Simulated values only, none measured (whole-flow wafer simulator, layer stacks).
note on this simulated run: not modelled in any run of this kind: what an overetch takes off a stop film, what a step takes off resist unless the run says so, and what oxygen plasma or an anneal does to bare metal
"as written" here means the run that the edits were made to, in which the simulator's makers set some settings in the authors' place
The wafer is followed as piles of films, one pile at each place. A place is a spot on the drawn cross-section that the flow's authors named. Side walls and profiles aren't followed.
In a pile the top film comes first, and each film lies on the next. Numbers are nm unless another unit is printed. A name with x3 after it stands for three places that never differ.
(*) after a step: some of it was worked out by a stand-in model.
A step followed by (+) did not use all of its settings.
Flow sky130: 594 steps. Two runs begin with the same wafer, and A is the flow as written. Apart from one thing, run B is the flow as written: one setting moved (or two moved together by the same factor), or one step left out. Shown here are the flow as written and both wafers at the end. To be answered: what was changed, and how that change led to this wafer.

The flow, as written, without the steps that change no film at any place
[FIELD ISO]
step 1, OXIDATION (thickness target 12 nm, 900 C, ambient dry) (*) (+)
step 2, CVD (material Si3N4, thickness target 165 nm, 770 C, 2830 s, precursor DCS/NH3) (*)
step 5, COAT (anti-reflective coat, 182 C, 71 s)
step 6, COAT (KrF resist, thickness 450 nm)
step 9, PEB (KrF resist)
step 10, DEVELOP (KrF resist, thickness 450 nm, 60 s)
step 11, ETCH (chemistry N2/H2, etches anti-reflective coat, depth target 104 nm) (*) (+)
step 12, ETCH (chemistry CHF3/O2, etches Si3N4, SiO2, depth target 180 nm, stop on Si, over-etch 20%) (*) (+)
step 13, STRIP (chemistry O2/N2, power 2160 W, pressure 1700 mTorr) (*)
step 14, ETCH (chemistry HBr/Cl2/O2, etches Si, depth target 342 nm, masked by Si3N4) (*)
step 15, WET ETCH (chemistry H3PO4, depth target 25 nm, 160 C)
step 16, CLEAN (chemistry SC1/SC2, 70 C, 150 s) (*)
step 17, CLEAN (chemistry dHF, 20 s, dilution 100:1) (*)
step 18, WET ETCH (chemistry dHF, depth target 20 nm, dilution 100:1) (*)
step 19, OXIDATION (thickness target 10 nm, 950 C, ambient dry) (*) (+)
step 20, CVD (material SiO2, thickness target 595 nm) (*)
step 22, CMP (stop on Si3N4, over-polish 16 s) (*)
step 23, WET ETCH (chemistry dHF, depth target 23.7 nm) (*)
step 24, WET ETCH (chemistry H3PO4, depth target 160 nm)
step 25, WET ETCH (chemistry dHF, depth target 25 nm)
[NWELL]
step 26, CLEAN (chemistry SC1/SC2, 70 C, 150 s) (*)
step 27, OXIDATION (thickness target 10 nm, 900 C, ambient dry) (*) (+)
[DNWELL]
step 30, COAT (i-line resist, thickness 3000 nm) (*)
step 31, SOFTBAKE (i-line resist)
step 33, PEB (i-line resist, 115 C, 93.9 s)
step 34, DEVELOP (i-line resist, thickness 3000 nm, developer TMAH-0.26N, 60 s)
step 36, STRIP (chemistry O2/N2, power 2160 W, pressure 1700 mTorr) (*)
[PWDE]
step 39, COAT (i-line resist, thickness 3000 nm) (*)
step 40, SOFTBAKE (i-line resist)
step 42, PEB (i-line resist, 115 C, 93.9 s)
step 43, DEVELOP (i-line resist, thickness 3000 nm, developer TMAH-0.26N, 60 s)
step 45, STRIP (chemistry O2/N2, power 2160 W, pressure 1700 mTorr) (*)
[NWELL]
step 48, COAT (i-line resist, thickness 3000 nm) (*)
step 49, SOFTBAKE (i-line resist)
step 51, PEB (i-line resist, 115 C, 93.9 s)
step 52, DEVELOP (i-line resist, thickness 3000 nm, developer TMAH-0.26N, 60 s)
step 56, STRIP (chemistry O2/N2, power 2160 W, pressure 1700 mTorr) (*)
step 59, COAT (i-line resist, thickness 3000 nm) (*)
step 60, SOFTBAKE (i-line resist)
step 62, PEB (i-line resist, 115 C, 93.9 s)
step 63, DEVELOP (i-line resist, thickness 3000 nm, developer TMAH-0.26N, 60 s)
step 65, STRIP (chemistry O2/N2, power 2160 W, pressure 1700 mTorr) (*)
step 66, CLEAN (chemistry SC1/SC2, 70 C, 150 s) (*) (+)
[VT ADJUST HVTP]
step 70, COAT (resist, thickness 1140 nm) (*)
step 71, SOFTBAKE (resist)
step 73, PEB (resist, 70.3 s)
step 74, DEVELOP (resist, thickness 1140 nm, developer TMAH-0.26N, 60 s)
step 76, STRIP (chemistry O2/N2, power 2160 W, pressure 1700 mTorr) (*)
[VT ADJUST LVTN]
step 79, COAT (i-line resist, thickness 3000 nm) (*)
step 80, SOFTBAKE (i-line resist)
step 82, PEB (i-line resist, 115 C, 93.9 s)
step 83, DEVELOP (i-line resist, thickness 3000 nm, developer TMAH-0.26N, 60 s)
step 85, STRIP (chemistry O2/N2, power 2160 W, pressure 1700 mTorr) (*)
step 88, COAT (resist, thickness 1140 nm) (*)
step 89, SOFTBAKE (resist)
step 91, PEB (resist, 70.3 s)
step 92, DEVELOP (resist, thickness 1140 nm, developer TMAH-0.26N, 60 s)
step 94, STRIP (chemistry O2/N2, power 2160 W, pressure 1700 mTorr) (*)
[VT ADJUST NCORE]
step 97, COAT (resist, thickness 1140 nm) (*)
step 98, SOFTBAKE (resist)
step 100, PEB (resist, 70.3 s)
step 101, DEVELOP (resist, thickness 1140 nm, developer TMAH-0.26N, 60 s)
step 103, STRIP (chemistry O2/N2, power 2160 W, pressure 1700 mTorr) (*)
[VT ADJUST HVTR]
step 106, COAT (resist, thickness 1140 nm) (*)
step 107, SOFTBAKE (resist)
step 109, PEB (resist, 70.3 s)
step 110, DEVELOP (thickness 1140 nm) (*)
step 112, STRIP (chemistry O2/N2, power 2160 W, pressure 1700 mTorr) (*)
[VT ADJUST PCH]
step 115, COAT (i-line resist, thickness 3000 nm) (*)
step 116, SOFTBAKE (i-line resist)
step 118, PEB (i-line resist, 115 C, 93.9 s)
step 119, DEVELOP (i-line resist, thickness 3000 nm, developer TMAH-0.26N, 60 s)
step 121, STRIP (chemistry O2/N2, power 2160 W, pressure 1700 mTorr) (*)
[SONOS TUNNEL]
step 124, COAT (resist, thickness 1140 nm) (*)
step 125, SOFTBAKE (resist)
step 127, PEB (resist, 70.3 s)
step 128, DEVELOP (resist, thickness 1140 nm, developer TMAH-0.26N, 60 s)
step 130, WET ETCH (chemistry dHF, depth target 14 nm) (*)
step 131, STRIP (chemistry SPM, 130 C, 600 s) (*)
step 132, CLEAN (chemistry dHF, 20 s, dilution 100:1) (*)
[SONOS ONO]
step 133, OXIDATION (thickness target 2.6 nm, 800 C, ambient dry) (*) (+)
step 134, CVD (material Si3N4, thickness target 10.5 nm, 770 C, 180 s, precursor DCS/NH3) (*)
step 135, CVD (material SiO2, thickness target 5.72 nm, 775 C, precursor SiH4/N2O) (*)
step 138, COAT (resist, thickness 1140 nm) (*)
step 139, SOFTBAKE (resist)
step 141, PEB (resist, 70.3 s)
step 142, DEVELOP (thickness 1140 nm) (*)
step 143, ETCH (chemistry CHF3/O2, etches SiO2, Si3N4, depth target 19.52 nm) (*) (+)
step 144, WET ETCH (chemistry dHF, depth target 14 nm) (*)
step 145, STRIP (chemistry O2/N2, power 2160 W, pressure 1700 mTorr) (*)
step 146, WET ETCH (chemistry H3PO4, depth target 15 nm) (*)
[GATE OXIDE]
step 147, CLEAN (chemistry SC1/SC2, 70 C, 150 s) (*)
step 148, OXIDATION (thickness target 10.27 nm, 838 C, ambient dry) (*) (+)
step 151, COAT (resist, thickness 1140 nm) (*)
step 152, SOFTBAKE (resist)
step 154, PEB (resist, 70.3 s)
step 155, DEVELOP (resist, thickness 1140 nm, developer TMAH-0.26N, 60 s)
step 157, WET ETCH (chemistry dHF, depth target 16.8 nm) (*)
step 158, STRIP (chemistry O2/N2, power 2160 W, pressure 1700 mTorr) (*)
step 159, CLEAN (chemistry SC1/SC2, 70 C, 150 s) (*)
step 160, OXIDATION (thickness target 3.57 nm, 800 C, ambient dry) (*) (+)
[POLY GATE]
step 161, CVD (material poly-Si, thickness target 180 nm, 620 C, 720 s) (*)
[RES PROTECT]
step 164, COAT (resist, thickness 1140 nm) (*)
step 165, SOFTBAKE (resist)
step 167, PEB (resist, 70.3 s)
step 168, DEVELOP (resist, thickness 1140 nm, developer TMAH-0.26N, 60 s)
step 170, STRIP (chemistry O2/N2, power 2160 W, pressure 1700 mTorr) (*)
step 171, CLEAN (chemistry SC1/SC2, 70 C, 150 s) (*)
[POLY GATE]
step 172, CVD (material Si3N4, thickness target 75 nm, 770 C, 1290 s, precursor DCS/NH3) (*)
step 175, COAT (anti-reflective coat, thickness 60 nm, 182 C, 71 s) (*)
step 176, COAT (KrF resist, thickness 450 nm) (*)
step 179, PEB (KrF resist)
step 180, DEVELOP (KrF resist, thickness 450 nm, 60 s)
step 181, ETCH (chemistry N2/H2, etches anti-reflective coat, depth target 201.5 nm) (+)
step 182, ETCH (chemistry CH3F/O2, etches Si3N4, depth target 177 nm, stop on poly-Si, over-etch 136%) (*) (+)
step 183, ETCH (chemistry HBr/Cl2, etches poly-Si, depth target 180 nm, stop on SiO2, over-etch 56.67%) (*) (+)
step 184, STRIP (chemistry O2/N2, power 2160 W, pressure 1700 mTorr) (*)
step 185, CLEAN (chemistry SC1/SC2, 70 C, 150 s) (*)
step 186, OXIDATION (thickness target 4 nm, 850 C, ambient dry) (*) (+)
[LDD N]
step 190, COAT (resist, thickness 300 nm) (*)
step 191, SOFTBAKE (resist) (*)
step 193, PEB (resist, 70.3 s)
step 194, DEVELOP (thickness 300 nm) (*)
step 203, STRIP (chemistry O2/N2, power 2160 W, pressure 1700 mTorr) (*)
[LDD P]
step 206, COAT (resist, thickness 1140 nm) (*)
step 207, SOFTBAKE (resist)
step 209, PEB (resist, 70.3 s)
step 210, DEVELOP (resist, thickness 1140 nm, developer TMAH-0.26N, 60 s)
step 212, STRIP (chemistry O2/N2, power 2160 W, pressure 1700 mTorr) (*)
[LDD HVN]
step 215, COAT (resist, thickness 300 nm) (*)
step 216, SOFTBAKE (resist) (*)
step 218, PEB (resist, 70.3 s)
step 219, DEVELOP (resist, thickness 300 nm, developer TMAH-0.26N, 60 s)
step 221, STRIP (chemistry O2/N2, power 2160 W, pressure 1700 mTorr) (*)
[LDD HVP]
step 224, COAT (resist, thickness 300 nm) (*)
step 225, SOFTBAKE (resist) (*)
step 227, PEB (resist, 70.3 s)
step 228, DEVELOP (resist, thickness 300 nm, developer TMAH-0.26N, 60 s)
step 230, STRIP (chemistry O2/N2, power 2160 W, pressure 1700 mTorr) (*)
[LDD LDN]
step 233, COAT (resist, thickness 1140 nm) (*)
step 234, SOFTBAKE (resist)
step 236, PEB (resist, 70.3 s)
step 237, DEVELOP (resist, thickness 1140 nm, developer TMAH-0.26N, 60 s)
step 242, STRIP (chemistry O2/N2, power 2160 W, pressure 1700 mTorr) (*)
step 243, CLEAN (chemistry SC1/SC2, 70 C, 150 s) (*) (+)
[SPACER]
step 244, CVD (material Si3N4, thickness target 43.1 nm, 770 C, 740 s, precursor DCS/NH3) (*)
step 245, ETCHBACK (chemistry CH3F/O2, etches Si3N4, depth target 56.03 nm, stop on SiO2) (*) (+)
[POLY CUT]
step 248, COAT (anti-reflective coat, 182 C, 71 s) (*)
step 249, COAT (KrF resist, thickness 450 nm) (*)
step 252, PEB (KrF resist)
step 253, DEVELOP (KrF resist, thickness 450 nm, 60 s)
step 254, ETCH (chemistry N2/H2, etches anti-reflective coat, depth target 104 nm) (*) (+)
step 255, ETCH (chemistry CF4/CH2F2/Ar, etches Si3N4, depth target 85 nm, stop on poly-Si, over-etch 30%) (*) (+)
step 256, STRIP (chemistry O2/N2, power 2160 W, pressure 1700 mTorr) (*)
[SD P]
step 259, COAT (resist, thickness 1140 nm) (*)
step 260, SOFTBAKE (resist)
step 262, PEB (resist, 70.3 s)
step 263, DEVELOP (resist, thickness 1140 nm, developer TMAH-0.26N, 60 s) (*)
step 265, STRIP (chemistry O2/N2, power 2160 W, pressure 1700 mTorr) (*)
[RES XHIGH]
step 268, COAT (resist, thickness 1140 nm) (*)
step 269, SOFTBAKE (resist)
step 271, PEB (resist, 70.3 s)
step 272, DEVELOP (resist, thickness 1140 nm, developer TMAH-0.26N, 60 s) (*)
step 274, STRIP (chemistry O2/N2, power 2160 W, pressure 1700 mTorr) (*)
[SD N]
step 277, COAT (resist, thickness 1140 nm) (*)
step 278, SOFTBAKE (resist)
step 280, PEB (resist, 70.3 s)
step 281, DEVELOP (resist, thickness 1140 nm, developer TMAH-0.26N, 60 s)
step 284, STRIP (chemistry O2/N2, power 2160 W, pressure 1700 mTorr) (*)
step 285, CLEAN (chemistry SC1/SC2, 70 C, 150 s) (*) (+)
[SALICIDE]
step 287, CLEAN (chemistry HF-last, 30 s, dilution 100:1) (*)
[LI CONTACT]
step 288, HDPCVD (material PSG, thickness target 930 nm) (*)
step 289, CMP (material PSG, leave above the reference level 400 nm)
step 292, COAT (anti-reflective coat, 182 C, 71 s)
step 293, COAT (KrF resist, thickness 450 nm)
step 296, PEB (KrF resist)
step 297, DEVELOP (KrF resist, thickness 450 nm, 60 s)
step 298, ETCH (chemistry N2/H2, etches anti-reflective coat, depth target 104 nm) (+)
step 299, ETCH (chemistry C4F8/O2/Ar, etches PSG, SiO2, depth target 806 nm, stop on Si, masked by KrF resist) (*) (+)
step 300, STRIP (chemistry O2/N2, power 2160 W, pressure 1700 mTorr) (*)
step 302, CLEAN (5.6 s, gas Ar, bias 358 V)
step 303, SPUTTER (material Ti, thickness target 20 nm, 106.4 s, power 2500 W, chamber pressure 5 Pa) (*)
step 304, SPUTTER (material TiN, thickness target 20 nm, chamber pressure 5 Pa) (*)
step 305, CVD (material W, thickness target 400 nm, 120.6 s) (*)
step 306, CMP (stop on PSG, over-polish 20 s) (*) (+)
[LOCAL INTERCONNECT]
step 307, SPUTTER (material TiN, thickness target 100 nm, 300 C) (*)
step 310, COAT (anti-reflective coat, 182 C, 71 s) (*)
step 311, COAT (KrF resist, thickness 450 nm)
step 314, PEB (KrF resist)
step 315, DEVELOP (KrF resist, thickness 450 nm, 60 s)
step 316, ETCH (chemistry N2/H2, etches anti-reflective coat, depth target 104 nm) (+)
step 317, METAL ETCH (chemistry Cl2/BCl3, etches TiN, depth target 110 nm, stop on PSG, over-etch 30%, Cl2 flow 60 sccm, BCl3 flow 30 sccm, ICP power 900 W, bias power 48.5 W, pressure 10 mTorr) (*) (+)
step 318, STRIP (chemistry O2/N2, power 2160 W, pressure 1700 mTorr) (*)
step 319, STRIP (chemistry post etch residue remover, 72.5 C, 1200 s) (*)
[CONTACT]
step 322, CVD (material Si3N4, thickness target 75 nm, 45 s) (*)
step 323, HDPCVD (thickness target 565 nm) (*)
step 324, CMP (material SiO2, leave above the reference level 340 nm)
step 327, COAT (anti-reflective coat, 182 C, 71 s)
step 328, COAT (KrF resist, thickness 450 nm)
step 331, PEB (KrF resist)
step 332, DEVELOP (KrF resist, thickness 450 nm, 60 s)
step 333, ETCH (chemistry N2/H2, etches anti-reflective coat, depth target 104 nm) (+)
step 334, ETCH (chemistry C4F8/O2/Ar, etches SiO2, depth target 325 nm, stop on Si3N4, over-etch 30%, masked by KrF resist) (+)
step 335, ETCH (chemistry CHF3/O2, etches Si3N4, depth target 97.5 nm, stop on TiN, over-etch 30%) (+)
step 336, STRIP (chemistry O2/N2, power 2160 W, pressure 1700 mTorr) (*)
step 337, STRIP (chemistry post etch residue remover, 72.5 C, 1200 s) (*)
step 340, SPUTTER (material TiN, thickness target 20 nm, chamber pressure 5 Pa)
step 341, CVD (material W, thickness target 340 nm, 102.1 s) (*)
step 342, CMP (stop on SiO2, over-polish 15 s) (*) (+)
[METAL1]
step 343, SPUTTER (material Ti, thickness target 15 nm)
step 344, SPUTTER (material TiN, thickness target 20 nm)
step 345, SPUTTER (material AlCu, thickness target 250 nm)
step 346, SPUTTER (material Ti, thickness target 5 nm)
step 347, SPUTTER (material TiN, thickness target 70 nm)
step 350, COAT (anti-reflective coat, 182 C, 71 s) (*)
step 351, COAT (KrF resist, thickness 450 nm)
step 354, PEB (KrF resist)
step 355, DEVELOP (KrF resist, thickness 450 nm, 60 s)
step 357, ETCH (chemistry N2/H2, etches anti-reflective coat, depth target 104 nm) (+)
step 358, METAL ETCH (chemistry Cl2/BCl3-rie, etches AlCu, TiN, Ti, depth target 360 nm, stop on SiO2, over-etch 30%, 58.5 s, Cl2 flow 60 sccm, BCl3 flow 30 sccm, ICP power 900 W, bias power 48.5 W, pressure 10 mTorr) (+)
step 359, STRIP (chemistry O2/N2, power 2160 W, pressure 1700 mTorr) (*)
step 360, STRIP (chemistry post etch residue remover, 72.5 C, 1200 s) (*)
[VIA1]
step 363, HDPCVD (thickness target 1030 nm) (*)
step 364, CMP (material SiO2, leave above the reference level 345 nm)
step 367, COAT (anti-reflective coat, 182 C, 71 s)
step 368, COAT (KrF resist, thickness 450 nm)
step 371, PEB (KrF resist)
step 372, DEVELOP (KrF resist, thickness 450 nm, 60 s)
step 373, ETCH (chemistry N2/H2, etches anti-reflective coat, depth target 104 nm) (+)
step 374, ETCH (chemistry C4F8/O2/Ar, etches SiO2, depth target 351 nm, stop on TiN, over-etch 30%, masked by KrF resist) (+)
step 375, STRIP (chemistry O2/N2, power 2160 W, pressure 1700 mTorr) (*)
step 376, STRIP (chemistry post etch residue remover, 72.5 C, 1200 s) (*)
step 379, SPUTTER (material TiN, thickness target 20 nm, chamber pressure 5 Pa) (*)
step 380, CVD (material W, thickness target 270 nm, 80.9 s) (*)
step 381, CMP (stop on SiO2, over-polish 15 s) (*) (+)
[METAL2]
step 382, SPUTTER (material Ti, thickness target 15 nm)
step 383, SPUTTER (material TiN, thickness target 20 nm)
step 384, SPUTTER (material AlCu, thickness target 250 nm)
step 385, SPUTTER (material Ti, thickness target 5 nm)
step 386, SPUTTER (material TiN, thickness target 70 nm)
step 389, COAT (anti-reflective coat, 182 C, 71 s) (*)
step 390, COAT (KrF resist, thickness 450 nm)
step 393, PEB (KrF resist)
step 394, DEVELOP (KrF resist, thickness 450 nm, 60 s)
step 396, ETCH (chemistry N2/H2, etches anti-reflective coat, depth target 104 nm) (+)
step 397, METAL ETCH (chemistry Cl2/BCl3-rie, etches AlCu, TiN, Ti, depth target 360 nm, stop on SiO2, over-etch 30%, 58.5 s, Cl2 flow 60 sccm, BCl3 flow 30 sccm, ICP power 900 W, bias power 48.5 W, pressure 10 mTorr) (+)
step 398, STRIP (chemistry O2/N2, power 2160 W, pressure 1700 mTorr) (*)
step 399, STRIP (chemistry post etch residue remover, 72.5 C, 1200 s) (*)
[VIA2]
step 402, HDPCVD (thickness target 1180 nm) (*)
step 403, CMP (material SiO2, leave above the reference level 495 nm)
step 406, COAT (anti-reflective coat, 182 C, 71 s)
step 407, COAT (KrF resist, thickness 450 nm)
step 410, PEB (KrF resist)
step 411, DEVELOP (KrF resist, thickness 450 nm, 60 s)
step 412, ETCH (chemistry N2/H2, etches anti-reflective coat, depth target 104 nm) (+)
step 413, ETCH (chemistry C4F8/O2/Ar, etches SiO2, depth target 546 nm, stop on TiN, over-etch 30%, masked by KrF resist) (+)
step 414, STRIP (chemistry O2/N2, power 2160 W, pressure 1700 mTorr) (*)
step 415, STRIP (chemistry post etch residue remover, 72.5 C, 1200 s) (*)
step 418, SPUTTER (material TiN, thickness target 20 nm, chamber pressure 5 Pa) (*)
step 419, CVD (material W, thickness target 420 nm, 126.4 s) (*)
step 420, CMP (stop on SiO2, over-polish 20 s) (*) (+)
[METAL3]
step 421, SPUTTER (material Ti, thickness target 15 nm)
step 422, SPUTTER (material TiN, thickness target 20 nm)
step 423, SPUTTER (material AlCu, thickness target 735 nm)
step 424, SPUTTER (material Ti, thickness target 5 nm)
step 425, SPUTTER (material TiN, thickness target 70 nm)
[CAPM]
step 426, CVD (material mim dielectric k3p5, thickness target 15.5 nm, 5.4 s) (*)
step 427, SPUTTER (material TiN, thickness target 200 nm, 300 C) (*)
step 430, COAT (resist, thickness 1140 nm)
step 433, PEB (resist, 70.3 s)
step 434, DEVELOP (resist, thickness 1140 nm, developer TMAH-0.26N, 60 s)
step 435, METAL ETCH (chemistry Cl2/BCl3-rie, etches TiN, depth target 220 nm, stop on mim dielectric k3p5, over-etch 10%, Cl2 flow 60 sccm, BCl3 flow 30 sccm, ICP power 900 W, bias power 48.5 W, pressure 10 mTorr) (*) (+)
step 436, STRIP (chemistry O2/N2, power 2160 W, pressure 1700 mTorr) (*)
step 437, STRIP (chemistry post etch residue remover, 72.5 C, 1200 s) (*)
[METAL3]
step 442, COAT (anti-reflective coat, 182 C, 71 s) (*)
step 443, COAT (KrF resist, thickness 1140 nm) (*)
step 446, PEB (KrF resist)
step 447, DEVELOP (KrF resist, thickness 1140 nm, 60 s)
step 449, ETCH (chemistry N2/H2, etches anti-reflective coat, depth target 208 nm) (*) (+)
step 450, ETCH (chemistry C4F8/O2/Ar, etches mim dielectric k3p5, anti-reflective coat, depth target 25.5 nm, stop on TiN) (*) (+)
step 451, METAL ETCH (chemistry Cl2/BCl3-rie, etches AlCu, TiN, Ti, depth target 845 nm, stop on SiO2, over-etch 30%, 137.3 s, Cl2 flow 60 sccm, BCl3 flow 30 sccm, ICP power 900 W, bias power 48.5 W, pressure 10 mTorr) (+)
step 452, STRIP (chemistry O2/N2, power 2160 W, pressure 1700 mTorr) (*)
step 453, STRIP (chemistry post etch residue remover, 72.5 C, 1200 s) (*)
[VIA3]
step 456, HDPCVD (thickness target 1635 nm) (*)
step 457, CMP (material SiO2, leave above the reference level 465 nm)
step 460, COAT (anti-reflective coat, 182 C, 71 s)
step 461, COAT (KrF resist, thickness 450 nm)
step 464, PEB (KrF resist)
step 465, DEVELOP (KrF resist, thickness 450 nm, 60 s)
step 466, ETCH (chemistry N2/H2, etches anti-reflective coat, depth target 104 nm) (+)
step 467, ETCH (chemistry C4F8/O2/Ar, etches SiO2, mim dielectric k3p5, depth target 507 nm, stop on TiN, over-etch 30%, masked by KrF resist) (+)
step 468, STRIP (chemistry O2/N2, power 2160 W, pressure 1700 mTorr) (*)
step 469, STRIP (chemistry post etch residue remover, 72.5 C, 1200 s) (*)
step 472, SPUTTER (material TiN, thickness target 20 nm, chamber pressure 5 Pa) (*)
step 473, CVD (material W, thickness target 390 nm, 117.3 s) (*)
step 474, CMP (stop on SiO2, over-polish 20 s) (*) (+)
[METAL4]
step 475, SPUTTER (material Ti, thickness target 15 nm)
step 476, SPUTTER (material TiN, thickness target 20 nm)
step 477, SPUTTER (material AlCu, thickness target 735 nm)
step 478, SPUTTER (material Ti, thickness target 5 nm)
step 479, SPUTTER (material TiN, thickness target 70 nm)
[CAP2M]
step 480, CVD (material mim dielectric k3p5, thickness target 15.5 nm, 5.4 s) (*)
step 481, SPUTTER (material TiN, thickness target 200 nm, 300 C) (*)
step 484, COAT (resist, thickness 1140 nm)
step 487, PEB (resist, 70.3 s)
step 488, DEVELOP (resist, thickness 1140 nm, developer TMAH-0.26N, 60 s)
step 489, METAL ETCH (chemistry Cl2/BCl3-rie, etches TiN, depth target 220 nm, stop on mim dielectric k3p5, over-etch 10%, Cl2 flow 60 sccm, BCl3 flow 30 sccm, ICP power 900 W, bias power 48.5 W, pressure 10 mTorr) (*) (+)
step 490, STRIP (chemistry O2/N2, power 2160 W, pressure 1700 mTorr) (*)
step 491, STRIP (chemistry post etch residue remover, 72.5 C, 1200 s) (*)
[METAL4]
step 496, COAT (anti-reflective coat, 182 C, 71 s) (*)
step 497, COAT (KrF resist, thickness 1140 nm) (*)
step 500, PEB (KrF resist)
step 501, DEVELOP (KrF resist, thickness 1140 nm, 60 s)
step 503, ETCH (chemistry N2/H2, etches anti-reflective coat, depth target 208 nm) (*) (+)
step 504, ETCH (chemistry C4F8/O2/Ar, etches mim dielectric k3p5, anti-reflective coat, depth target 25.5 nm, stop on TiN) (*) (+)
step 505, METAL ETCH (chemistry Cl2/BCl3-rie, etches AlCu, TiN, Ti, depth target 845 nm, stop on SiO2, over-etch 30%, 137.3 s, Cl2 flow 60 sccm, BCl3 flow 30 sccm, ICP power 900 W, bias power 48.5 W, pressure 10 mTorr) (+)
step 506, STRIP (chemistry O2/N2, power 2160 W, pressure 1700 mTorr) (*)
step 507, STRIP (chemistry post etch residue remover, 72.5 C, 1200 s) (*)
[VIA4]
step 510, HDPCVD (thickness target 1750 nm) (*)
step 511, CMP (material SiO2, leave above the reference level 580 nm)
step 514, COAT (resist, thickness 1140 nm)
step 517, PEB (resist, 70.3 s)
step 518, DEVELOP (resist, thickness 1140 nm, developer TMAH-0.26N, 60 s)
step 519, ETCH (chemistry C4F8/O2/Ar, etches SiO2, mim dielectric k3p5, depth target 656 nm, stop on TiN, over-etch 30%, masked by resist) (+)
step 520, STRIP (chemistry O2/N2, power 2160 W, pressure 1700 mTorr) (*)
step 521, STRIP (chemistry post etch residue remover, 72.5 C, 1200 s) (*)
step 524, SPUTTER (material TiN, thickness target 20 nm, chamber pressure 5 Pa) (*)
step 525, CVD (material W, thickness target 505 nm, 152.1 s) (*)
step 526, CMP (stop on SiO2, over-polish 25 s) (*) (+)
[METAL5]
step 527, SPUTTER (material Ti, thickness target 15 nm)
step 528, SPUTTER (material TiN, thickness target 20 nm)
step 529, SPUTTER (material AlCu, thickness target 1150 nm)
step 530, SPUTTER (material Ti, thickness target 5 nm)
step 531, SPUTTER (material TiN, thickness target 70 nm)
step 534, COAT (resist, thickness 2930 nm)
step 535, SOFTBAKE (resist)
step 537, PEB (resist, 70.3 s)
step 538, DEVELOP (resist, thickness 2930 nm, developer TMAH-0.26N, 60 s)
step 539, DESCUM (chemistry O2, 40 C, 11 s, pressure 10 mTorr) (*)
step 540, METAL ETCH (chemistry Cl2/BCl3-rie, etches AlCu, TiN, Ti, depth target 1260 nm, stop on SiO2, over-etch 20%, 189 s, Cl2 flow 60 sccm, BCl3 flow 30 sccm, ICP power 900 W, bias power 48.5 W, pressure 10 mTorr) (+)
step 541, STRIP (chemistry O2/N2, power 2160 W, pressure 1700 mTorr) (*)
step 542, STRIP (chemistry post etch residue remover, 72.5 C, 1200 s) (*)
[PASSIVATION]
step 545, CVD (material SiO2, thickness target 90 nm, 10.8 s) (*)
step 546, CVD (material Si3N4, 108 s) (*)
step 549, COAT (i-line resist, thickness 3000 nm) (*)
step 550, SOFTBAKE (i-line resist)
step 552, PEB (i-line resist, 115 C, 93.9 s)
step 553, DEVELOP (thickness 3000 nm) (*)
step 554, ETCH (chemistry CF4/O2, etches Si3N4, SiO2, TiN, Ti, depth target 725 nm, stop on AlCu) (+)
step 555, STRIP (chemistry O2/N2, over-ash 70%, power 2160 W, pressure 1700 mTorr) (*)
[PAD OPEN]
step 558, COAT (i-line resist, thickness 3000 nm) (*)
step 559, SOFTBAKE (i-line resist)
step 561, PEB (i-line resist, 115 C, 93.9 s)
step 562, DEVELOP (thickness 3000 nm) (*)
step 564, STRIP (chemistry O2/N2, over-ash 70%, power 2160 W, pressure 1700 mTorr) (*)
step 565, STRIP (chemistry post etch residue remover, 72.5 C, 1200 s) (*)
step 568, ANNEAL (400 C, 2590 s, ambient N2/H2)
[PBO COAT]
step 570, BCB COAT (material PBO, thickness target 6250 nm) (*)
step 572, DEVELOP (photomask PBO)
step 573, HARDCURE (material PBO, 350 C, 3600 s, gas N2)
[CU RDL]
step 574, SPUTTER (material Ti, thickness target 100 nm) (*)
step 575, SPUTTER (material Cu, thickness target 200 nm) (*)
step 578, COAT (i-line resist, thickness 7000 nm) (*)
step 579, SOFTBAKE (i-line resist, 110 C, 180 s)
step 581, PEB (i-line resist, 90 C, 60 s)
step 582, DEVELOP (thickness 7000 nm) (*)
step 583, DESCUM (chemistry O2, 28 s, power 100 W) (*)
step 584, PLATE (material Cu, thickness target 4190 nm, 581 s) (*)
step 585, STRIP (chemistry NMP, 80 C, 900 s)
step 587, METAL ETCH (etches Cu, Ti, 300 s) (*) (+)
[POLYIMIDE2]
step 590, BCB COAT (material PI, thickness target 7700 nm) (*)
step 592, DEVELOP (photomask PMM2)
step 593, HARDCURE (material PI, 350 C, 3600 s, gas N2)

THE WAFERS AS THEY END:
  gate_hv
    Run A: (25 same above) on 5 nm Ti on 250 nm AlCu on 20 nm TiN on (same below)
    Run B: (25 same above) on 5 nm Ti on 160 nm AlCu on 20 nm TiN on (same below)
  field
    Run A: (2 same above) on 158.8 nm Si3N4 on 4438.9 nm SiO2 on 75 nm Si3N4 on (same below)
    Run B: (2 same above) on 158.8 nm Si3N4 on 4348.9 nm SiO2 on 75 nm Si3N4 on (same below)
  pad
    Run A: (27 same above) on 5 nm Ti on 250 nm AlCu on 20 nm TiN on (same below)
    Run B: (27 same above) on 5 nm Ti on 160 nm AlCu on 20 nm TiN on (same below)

What caused this: step 345, SPUTTER: thickness target 160 nm was run, whereas the flow has thickness target 250 nm.
The wafer lets one read it off: gate_hv has AlCu 160, and step 345 as written asks for 250 nm.

The path from the change to this, step by step:
  step 345, SPUTTER (material AlCu, thickness target 250 nm)
      field, active, n_well and 188 more: A +250 AlCu (new film) | B +160 AlCu (new film)
  step 358, METAL ETCH (chemistry Cl2/BCl3-rie, etches AlCu, TiN, Ti, depth target 360 nm, stop on SiO2, over-etch 30%, 58.5 s, Cl2 flow 60 sccm, BCl3 flow 30 sccm, ICP power 900 W, bias power 48.5 W, pressure 10 mTorr) (+)
      field, active, gate and 81 more: A -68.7 TiN (all of it), -5 Ti (all of it), -250 AlCu (all of it), -20 TiN (all of it), -15 Ti (all of it), -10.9 SiO2 | B -68.7 TiN (all of it), -5 Ti (all of it), -160 AlCu (all of it), -20 TiN (all of it), -15 Ti (all of it), -19.9 SiO2
  step 364, CMP (material SiO2, leave above the reference level 345 nm)
      field, active, gate and 81 more: A -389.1 SiO2 | B -470.1 SiO2
